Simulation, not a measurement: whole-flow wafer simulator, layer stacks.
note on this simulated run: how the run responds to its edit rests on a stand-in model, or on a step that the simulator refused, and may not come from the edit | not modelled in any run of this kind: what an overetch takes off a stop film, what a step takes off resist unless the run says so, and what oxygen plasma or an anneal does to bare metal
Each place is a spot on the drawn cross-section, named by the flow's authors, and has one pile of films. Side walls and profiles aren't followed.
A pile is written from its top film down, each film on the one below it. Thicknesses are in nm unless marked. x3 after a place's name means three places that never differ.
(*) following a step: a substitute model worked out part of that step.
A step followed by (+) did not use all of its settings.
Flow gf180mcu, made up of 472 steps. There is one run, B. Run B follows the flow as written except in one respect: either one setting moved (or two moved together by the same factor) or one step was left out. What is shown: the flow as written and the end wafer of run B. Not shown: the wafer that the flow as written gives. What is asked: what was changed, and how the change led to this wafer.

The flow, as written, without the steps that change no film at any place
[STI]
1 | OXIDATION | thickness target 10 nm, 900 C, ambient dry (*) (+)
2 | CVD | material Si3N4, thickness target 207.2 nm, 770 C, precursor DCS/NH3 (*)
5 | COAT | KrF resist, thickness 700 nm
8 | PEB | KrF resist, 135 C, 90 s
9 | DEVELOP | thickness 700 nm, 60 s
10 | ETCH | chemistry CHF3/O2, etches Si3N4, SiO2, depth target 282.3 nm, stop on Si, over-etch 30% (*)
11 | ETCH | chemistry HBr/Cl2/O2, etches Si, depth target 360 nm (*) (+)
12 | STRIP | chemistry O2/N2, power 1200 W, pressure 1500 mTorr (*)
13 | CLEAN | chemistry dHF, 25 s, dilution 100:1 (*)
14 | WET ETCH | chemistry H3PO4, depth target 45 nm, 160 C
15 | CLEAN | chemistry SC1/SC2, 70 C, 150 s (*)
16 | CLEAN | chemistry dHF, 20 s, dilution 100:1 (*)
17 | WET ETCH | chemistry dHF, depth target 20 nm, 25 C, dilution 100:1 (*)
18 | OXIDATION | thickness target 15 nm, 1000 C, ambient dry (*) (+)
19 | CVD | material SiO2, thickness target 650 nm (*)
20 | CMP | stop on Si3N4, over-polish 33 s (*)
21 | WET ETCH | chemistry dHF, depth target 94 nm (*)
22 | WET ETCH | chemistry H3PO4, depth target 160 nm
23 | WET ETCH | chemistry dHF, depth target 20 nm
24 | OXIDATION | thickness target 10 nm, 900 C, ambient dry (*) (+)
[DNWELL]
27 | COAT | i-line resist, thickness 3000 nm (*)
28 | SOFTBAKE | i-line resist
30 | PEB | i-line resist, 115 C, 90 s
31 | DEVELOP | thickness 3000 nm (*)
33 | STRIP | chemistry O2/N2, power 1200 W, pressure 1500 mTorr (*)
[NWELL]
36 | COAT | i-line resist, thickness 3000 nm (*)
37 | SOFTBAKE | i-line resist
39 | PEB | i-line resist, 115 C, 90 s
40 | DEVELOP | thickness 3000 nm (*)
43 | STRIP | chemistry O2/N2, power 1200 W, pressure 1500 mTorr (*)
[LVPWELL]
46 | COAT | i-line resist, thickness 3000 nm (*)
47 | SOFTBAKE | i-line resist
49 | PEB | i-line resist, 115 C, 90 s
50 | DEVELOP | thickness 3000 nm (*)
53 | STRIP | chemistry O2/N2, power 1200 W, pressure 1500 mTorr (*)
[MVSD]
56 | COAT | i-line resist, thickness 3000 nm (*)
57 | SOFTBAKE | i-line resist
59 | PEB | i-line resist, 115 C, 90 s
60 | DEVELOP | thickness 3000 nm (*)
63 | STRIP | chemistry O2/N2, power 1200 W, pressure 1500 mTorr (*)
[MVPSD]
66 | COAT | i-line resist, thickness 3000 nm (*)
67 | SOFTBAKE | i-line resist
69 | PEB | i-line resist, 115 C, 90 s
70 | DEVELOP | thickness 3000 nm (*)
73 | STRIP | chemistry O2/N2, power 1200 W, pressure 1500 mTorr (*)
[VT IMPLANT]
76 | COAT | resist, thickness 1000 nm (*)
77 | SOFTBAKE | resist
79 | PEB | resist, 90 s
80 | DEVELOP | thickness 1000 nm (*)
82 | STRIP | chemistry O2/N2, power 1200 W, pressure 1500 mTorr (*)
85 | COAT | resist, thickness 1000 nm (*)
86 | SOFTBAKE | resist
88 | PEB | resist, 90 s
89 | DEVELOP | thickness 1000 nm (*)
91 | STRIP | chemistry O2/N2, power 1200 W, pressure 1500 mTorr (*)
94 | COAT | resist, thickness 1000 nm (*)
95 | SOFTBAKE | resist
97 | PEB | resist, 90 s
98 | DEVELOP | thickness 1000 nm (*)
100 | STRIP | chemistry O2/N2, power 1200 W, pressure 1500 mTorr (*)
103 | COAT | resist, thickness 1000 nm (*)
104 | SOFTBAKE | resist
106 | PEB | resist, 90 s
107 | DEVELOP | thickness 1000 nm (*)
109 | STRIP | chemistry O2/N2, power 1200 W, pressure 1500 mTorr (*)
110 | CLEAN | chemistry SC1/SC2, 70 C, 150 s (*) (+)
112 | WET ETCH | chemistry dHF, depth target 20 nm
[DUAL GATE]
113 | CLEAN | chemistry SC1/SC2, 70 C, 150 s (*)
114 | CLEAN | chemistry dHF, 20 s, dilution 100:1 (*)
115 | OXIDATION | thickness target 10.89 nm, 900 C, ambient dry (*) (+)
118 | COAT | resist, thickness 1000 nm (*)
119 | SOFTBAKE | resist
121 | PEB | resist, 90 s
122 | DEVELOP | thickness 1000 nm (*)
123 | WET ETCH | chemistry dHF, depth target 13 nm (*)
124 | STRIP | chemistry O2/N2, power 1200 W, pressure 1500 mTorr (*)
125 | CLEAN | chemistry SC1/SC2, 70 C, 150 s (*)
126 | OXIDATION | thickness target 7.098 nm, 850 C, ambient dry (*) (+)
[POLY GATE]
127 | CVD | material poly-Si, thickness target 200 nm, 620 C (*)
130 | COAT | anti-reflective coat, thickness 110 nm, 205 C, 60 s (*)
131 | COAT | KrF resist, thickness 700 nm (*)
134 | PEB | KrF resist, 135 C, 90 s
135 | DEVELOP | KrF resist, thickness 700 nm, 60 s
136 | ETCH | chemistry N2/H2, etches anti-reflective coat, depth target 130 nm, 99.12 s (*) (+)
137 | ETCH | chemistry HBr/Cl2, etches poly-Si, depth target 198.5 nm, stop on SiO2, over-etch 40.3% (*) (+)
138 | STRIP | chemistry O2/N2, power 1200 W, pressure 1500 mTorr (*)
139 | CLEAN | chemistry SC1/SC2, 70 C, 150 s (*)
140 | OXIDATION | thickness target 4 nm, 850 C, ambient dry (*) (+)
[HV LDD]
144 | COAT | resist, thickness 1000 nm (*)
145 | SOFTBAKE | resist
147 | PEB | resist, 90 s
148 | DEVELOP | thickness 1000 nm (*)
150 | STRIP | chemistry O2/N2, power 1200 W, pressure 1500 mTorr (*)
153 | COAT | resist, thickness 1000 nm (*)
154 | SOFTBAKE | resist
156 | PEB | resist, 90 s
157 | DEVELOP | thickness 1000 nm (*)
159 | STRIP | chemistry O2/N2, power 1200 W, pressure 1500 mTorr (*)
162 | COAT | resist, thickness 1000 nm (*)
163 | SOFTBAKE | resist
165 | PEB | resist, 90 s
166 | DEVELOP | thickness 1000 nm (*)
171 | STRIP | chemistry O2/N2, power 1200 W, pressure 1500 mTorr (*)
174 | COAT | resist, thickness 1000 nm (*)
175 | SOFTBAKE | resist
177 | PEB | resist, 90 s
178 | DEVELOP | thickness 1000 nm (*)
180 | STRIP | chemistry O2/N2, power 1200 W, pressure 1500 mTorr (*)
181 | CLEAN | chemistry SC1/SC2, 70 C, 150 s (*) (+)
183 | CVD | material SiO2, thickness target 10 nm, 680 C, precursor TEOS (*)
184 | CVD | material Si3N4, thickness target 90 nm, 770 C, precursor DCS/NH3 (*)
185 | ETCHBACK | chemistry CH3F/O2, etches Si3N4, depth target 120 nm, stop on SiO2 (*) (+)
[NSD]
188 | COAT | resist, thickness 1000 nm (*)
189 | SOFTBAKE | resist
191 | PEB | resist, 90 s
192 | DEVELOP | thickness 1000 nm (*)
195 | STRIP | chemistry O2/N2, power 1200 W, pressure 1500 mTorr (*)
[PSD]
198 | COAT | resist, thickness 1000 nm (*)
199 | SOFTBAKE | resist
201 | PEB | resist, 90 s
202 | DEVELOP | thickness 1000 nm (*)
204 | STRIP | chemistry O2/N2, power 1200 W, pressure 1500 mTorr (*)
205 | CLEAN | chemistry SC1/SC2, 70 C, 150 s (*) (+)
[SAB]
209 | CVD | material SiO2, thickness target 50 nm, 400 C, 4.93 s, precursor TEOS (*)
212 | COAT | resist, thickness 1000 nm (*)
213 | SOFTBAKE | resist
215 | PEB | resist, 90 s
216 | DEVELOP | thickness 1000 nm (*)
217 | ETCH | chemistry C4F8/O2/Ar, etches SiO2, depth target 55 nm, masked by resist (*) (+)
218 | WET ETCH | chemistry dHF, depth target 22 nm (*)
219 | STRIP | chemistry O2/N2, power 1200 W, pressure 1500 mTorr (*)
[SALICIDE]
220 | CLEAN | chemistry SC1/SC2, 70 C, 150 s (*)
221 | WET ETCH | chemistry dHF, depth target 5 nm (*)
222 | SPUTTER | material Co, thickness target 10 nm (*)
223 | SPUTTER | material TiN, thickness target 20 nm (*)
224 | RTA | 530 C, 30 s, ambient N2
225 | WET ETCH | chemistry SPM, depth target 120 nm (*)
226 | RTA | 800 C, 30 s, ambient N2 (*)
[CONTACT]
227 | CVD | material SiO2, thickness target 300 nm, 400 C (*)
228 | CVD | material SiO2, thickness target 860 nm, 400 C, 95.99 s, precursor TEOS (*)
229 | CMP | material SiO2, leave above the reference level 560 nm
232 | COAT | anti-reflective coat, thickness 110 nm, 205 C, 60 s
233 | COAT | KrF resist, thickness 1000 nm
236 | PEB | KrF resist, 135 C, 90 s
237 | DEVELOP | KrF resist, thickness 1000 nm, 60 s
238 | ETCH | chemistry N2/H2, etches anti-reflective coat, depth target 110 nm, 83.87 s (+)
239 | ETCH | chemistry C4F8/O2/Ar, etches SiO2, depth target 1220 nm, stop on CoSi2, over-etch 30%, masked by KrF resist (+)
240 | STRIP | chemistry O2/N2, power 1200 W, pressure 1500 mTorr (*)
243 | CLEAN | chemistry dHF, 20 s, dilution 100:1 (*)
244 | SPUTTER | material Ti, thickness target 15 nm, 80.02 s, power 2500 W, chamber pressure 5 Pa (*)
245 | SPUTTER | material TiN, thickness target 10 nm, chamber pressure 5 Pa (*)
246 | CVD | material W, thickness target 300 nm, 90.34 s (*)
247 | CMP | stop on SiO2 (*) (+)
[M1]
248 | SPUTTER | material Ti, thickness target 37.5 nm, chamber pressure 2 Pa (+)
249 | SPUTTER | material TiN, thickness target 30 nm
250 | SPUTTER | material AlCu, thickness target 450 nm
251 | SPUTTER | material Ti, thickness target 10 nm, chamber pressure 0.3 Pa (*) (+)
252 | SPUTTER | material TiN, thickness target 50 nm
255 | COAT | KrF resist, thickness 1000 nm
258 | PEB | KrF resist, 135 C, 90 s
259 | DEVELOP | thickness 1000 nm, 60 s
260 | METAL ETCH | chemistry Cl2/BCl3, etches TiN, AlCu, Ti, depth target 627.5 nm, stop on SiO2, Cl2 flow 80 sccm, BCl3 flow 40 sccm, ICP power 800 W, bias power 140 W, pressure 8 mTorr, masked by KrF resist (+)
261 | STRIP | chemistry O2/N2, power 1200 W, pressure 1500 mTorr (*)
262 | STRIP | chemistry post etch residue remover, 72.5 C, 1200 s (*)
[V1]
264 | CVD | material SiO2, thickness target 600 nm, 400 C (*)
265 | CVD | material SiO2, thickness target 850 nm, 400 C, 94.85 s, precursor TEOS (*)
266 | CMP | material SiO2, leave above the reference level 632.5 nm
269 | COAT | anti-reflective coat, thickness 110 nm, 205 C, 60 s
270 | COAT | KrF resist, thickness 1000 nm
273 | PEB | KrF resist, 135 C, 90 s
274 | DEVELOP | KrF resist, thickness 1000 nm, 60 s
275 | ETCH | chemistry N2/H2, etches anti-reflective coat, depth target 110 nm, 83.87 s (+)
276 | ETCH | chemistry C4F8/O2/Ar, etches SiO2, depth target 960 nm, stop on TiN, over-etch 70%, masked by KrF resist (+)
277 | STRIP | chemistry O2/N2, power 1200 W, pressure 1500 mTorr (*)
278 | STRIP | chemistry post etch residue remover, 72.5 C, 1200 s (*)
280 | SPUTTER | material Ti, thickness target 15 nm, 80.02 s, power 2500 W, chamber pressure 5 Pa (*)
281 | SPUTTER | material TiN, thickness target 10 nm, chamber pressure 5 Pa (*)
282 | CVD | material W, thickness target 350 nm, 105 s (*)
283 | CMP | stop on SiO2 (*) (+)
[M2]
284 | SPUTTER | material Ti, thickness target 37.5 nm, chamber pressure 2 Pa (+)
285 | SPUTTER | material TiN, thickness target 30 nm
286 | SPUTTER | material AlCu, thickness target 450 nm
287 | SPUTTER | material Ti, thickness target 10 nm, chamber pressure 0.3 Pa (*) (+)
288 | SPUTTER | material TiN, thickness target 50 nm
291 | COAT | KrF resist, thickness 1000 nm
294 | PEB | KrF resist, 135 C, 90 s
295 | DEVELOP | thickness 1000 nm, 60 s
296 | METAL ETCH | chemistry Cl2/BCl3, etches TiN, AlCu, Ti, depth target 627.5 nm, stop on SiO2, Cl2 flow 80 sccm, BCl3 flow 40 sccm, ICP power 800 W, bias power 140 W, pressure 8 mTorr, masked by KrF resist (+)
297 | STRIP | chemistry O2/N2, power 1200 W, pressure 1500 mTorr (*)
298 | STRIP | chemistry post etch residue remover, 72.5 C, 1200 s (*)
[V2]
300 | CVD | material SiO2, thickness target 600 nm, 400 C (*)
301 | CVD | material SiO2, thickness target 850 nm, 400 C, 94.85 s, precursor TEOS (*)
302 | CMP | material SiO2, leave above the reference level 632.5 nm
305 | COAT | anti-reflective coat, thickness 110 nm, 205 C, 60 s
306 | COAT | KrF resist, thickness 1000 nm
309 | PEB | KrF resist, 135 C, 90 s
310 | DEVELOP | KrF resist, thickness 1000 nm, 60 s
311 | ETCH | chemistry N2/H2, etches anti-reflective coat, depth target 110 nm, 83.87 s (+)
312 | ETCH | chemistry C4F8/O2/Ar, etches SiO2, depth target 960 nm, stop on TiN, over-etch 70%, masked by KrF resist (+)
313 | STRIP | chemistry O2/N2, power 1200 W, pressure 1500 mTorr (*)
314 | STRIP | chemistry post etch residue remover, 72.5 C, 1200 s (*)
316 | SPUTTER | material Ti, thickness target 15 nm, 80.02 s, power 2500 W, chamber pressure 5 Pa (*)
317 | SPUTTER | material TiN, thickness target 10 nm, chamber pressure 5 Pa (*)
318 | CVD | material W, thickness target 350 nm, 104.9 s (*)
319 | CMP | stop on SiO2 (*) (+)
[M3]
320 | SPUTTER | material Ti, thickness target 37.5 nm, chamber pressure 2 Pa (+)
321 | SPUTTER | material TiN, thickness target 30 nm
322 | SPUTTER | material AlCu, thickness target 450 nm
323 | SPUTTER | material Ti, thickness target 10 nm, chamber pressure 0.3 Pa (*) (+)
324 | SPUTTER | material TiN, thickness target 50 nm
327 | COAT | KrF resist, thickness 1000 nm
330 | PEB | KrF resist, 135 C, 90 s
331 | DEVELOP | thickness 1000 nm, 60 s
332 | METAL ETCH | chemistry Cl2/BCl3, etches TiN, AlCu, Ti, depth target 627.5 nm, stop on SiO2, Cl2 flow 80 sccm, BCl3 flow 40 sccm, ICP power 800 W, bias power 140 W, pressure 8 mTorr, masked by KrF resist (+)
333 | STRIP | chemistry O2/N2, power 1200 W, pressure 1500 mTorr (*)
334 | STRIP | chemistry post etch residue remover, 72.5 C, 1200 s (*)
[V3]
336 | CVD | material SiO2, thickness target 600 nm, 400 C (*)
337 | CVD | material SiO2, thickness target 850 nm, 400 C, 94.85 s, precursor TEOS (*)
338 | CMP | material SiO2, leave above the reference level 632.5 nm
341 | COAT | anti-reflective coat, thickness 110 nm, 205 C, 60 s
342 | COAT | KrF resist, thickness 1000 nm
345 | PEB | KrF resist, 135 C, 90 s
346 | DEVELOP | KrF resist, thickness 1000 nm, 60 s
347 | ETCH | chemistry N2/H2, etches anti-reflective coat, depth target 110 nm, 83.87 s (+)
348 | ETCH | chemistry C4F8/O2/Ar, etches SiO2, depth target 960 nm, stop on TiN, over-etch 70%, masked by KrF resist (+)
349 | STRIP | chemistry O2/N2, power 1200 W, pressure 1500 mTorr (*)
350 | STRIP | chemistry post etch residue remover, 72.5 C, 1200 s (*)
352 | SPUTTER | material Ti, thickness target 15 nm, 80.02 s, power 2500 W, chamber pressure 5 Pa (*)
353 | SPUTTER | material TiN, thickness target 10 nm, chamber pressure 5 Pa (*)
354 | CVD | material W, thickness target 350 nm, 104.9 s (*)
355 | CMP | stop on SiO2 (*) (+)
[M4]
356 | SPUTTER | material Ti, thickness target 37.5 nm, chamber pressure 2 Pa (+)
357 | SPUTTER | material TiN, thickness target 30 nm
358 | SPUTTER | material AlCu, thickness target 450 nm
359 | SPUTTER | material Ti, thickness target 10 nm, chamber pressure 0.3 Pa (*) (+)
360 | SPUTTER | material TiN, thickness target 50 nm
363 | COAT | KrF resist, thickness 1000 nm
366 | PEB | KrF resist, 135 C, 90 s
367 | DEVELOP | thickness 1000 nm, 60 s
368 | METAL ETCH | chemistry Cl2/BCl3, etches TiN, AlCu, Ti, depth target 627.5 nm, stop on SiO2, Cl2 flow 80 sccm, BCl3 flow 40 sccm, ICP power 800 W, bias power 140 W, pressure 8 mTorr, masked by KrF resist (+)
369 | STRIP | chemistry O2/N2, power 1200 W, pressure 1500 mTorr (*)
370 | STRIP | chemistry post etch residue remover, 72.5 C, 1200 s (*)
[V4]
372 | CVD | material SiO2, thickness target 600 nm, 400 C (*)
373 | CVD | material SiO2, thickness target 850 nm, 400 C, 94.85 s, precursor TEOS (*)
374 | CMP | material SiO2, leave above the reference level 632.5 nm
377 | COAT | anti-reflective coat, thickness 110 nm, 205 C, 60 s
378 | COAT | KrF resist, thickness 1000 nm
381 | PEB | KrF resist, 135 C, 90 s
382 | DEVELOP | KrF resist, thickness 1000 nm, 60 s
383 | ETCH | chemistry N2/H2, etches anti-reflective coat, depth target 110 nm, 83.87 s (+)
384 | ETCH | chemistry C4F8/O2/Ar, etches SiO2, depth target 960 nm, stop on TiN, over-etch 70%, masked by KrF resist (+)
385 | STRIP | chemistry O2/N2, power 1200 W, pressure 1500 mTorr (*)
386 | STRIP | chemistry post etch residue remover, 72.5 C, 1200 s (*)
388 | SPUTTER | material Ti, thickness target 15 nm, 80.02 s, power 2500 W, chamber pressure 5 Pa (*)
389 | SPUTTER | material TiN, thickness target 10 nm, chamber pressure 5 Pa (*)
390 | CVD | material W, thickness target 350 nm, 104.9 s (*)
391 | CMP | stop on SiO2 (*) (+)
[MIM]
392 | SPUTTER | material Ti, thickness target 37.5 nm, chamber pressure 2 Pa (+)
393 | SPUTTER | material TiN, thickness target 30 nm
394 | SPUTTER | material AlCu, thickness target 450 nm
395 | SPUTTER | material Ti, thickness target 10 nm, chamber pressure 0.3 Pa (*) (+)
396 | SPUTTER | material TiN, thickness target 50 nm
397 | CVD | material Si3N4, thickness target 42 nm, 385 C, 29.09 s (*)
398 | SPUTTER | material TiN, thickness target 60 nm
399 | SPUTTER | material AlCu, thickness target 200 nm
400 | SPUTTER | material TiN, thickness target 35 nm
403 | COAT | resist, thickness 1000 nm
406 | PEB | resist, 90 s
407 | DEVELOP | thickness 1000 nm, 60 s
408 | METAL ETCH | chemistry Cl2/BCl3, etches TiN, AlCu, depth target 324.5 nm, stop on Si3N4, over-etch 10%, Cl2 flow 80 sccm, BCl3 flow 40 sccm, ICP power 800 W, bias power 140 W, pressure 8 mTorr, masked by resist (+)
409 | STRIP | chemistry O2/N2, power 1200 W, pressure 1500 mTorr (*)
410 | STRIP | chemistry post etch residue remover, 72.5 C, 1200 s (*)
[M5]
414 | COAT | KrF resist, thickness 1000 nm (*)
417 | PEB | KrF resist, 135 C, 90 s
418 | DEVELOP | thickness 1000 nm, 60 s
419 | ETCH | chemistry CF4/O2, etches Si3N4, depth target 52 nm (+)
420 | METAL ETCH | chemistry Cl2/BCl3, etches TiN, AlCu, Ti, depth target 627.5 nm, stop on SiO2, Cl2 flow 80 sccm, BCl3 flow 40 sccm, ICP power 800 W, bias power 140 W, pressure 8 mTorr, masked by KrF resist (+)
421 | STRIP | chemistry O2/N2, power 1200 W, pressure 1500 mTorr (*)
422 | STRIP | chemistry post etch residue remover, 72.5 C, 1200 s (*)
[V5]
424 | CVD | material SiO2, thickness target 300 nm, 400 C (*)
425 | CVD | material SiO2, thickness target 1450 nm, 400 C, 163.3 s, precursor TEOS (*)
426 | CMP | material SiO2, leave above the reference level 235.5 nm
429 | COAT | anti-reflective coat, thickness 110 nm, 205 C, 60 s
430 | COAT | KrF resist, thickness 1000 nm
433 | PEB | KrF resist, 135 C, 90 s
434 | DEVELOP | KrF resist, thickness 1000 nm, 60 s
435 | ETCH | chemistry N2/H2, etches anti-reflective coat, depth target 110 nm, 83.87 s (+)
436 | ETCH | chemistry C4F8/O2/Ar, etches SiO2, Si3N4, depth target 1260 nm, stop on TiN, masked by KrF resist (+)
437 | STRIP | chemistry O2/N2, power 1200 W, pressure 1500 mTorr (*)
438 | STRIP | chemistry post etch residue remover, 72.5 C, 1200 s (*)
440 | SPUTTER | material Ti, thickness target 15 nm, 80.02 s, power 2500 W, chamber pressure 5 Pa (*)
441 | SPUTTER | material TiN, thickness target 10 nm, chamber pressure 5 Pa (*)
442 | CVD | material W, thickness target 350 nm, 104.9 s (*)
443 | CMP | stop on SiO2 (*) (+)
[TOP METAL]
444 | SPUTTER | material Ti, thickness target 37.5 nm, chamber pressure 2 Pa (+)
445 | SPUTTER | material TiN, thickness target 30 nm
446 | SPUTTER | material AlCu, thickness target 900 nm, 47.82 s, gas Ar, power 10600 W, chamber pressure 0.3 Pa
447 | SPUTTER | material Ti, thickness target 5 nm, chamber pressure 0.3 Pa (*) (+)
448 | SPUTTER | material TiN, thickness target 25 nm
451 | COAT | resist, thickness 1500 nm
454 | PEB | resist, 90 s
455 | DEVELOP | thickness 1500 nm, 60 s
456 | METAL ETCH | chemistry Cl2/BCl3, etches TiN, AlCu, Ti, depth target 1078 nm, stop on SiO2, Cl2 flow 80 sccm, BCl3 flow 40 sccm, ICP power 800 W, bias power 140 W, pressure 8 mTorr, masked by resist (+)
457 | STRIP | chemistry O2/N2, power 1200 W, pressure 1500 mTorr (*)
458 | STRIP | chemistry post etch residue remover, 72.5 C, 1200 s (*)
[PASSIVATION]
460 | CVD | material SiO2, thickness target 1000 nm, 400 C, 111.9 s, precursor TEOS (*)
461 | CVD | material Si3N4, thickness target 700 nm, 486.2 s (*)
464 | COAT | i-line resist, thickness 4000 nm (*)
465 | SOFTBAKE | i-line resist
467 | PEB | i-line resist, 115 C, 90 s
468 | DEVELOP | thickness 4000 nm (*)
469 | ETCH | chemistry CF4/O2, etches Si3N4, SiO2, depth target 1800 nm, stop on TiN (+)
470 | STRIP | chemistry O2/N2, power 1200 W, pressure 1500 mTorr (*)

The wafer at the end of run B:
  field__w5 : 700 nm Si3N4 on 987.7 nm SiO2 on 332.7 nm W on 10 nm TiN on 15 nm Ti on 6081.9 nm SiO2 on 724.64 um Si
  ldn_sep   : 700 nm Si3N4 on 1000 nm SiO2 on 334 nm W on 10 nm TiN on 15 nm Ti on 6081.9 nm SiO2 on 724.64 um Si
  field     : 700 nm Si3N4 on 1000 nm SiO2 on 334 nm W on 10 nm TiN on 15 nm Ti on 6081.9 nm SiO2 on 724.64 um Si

The reason: step 425, CVD: material SiO2, thickness target 1450 nm, 400 C, 163.3 s, precursor TEOS (*), was omitted.

Step by step, how the change led to this:
  426 | CMP | material SiO2, leave above the reference level 235.5 nm
      field, field__w1, field__w5 and 92 more: nothing (in the flow as written it would be: -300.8 SiO2)
      field__w2, field__w3, field__w12 and 6 more: nothing (in the flow as written it would be: -272.7 SiO2)
      (also at 8 further places)
  429 | COAT | anti-reflective coat, thickness 110 nm, 205 C, 60 s
      p_well, sti, spacer, sd_n, pad, dice_street, ld_sd_n: +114 anti-reflective coat (new film) (in the flow as written it would be: +110 anti-reflective coat (new film))
      ld_gate_n, ld_gate_p, ld_acc_p, ld_fp_p, ld_drift_p, ld_drn_p: +112.3 anti-reflective coat (new film) (in the flow as written it would be: +110 anti-reflective coat (new film))
      (also at 51 further places)
  430 | COAT | KrF resist, thickness 1000 nm
      field: +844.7 KrF resist (new film) (in the flow as written it would be: +1000 KrF resist (new film))
      field__w2: +1071.2 KrF resist (new film) (in the flow as written it would be: +1000 KrF resist (new film))
      (also at 39 further places)
  433 | PEB | KrF resist, 135 C, 90 s
      field_sub__w1, nw_enc_fld_lv__w4: -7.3 KrF resist (in the flow as written it would be: -6.68 KrF resist)
      gate_hv, sti_nw: -7.39 KrF resist (in the flow as written it would be: -6.68 KrF resist)
      (also at 27 further places)
  434 | DEVELOP | KrF resist, thickness 1000 nm, 60 s
      contact: -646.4 KrF resist (all of it) (in the flow as written it would be: -993.3 KrF resist (all of it))
  435 | ETCH | chemistry N2/H2, etches anti-reflective coat, depth target 110 nm, 83.87 s (+)
      contact: -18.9 anti-reflective coat (all of it), -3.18 SiO2 (in the flow as written it would be: -110 anti-reflective coat (all of it), -0.85 SiO2)
  436 | ETCH | chemistry C4F8/O2/Ar, etches SiO2, Si3N4, depth target 1260 nm, stop on TiN, masked by KrF resist (+)
      field, field__w1, field__w2 and 108 more: -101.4 KrF resist (in the flow as written it would be: -252 KrF resist)
      contact: -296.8 SiO2 (all of it), -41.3 Si3N4 (all of it) (in the flow as written it would be: -829.5 SiO2 (all of it), -41.3 Si3N4 (all of it))
  437 | STRIP | chemistry O2/N2, power 1200 W, pressure 1500 mTorr (*)
      iso_ptap_pw, iso_ntap_nw, iso_nw_fld and 33 more: -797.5 KrF resist (all of it), -110 anti-reflective coat (all of it) (in the flow as written it would be: -646.9 KrF resist (all of it), -110 anti-reflective coat (all of it))
      p_well, sti, spacer, sd_n, pad, dice_street: -794.6 KrF resist (all of it), -114 anti-reflective coat (all of it) (in the flow as written it would be: -646.9 KrF resist (all of it), -110 anti-reflective coat (all of it))
      (also at 69 further places)
  440 | SPUTTER | material Ti, thickness target 15 nm, 80.02 s, power 2500 W, chamber pressure 5 Pa (*)
      contact: +15 Ti (new film) (in the flow as written it would be: +8.12 Ti (new film))
  441 | SPUTTER | material TiN, thickness target 10 nm, chamber pressure 5 Pa (*)
      contact: +10 TiN (new film) (in the flow as written it would be: +5.38 TiN (new film))
  442 | CVD | material W, thickness target 350 nm, 104.9 s (*)
      contact: +350 W (new film) (in the flow as written it would be: +1233.6 W (new film))
  443 | CMP | stop on SiO2 (*) (+)
      field, field__w1, field__w2 and 101 more: nothing (in the flow as written it would be: -350 W (all of it), -10 TiN (all of it), -15 Ti (all of it), -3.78 SiO2)
      field__w4, field__w8, m1, m1__w1, mim_1p0, m1_nw: -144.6 W (in the flow as written it would be: -350 W (all of it), -10 TiN (all of it), -15 Ti (all of it), -3.78 SiO2)
      (also at 2 further places)
  445 | SPUTTER | material TiN, thickness target 30 nm
      field__w2, field__w3, field__w12 and 6 more: +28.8 TiN (new film) (in the flow as written it would be: +30 TiN (new film))
  446 | SPUTTER | material AlCu, thickness target 900 nm, 47.82 s, gas Ar, power 10600 W, chamber pressure 0.3 Pa
      field__w2, field__w3, field__w12 and 6 more: +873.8 AlCu (new film) (in the flow as written it would be: +900 AlCu (new film))
  447 | SPUTTER | material Ti, thickness target 5 nm, chamber pressure 0.3 Pa (*) (+)
      field__w2: +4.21 Ti (new film) (in the flow as written it would be: +5 Ti (new film))
  448 | SPUTTER | material TiN, thickness target 25 nm
      field__w3, field__w12, npoly_sal, ppoly_sal, nw_sep_fld, gate_hv5, gate_p_hv5, sti_nw: +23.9 TiN (new film) (in the flow as written it would be: +25 TiN (new film))
      field__w2: +21 TiN (new film) (in the flow as written it would be: +25 TiN (new film))
  ... 11 further steps ...
  470 | STRIP | chemistry O2/N2, power 1200 W, pressure 1500 mTorr (*)
      field__w8, m1__w1: -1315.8 i-line resist (all of it) (in the flow as written it would be: -1787.7 i-line resist (all of it))
      contact: -1529.1 i-line resist (all of it) (in the flow as written it would be: -1811.2 i-line resist (all of it))
      (also at 4 further places)
If metal films that touch count as one body, field__w5 has 1 body; the flow as written gives 0 bodies.
If metal films that touch count as one body, ldn_sep has 1 body; the flow as written gives 0 bodies.
If metal films that touch count as one body, field has 1 body; the flow as written gives 0 bodies.
